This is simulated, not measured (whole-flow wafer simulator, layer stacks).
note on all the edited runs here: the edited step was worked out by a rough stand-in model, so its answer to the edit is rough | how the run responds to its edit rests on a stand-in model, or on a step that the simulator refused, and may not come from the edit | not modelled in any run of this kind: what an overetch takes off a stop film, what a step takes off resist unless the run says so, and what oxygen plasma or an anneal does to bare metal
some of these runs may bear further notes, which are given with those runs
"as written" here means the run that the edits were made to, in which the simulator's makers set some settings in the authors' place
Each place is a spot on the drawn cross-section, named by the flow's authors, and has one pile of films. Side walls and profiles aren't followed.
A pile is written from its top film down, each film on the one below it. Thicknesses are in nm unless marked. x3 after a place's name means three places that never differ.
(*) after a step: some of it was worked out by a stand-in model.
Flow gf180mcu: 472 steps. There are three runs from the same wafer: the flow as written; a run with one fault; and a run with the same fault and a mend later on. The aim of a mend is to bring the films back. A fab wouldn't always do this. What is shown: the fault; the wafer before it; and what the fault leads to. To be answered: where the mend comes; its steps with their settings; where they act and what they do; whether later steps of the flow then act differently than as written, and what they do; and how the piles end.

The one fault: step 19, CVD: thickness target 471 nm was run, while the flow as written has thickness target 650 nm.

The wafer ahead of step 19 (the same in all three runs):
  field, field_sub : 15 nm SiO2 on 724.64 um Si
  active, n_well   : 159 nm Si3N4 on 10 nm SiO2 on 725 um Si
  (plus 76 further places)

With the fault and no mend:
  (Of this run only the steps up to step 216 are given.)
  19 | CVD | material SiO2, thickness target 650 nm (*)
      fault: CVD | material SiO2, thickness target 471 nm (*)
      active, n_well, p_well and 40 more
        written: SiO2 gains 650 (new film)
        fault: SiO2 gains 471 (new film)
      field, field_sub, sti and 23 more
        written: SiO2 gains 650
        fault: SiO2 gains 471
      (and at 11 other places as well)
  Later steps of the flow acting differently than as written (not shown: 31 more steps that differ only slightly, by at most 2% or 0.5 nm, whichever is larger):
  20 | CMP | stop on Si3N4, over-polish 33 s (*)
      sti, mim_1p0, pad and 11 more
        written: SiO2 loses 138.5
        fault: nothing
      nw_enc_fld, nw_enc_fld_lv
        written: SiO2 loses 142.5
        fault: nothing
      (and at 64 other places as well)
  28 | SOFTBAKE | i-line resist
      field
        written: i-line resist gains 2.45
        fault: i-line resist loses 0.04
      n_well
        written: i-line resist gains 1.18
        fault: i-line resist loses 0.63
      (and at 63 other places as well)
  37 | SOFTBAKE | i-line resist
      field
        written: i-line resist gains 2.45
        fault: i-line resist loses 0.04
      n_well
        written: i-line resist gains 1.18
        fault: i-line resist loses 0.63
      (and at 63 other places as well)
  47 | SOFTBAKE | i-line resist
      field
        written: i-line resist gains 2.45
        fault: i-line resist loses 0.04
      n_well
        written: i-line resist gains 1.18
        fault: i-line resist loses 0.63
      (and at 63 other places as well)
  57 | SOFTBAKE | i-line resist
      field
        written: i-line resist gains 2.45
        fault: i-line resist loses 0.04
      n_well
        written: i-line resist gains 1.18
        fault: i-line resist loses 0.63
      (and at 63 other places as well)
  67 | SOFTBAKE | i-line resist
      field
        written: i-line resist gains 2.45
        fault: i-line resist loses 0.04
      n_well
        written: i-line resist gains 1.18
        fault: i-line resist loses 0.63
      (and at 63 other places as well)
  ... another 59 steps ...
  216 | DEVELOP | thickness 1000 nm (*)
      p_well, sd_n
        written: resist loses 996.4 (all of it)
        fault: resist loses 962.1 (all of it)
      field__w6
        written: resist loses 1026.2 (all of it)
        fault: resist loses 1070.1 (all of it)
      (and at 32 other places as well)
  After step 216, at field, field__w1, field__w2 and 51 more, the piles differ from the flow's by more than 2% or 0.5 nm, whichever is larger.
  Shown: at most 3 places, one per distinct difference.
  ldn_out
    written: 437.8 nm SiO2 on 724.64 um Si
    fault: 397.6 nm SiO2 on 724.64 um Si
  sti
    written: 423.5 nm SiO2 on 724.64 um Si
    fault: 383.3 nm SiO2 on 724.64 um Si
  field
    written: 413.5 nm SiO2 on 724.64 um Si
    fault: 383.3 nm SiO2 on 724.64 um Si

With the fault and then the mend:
  The mend stands after step 19.
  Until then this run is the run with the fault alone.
  19a | CVD | material SiO2, thickness target 179 nm (*) (the flow's step 19, run once more with other settings)
      field, field_sub, active and 77 more
        SiO2 gains 179
  Every later step of the flow that is run acts as written at every place that is followed.
  At every place that both follow, the piles at the end match the flow's.
